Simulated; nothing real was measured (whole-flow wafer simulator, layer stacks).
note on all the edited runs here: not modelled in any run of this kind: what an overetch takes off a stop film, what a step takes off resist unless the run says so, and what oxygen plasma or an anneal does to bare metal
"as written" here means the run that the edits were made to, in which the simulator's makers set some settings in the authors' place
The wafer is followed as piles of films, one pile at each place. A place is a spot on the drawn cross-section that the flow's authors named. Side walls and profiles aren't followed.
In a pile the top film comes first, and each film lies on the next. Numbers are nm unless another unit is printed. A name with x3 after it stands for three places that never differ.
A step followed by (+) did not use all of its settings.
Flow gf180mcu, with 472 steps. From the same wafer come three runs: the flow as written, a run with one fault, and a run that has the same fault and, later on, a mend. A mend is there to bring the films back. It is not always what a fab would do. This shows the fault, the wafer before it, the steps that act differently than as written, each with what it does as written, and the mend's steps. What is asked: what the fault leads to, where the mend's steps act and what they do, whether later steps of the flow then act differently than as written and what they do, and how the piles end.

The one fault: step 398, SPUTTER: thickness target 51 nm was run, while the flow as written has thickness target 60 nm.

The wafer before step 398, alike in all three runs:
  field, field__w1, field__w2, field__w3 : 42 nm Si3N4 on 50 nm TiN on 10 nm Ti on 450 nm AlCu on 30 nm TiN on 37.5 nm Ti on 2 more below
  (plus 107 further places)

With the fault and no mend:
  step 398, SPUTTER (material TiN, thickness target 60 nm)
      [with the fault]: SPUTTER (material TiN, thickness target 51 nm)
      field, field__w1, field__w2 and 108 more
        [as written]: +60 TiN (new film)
        [with the fault]: +51 TiN (new film)
  Steps further on in the flow that do not act as written (9 other steps are not shown; they differ only slightly, by no more than 2% or 0.5 nm, whichever is larger):
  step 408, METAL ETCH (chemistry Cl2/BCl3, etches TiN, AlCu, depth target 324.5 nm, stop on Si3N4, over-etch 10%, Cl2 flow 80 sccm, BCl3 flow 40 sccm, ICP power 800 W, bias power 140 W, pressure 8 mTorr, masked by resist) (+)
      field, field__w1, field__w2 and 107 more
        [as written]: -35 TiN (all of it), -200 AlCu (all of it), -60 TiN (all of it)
        [with the fault]: -35 TiN (all of it), -200 AlCu (all of it), -51 TiN (all of it)
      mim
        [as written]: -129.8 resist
        [with the fault]: -125.8 resist
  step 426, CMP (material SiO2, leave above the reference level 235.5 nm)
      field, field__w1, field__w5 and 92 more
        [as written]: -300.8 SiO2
        [with the fault]: -309.8 SiO2
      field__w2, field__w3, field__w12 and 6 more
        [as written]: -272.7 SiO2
        [with the fault]: -281.7 SiO2
  At mim, the piles at the end differ from the flow's by more than 2% or 0.5 nm, whichever is larger.
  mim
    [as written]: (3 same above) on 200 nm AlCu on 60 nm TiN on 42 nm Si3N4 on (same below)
    [with the fault]: (3 same above) on 200 nm AlCu on 51 nm TiN on 42 nm Si3N4 on (same below)

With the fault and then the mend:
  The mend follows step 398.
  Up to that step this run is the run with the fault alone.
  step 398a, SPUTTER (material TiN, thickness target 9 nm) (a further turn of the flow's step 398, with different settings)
      field, field__w1, field__w2 and 108 more
        +9 TiN
  Later steps of the flow that are run all act as written at every place that is followed.
  At every place that both follow, the piles at the end match the flow's.
